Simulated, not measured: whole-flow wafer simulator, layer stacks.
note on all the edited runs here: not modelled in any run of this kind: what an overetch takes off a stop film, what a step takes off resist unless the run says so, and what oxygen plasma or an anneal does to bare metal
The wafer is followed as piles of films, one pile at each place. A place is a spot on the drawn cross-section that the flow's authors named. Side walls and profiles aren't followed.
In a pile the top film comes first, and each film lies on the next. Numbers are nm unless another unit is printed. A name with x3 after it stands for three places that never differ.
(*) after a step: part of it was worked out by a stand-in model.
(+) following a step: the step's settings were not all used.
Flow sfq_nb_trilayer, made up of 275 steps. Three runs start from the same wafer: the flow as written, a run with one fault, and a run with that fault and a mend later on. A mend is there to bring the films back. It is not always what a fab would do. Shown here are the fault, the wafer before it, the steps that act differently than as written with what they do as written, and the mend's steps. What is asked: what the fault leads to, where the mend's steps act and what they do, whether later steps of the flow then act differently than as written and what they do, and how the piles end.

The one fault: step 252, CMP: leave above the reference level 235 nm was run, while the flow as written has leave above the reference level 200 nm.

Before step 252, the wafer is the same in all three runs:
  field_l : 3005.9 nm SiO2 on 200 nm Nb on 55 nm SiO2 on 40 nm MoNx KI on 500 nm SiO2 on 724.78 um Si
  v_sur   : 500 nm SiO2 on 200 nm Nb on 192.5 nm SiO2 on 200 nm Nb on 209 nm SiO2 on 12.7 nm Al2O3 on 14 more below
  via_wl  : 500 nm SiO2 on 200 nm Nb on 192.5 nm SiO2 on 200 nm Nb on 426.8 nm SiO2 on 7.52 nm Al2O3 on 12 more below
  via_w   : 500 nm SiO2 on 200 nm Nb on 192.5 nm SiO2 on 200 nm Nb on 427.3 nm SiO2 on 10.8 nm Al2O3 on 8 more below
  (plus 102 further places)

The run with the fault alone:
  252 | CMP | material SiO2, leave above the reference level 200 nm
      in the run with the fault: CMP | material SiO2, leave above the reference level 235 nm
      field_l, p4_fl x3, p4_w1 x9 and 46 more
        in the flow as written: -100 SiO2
        in the run with the fault: -65 SiO2
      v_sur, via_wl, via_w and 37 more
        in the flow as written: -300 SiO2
        in the run with the fault: -265 SiO2
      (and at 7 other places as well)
  Later steps of the flow acting differently than as written (3 other steps are not shown; they differ only slightly, by no more than 2% or 0.5 nm, whichever is larger):
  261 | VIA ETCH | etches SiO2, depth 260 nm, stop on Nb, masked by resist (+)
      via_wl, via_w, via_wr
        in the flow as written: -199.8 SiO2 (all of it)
        in the run with the fault: -234.8 SiO2 (all of it)
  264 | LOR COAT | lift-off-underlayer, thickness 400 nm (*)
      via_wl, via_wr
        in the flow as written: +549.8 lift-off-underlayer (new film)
        in the run with the fault: +576 lift-off-underlayer (new film)
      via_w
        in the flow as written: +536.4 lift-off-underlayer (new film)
        in the run with the fault: +560.3 lift-off-underlayer (new film)
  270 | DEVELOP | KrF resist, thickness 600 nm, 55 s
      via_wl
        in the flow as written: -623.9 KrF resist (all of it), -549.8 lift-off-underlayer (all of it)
        in the run with the fault: -628.3 KrF resist (all of it), -576 lift-off-underlayer (all of it)
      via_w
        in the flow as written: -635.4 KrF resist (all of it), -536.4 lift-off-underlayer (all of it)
        in the run with the fault: -641.9 KrF resist (all of it), -560.3 lift-off-underlayer (all of it)
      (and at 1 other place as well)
  By the end, the piles at v_sur, via_sp, via_v and 83 more depart from the flow's by more than 2% or 0.5 nm, whichever is larger.
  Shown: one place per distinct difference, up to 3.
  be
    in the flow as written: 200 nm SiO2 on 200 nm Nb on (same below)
    in the run with the fault: 235 nm SiO2 on 200 nm Nb on (same below)
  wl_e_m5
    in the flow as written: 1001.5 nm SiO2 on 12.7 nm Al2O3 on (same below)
    in the run with the fault: 1036.5 nm SiO2 on 12.7 nm Al2O3 on (same below)
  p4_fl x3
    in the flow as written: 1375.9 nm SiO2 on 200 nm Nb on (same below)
    in the run with the fault: 1410.9 nm SiO2 on 200 nm Nb on (same below)

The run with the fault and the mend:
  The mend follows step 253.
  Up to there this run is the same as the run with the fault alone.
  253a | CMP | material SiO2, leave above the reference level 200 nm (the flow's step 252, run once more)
      field_l, v_sur, via_wl and 103 more
        -35 SiO2
  None of the later steps of the flow acts differently than as written at any place that is followed.
  By the end, the piles equal the flow's at every place that both follow.
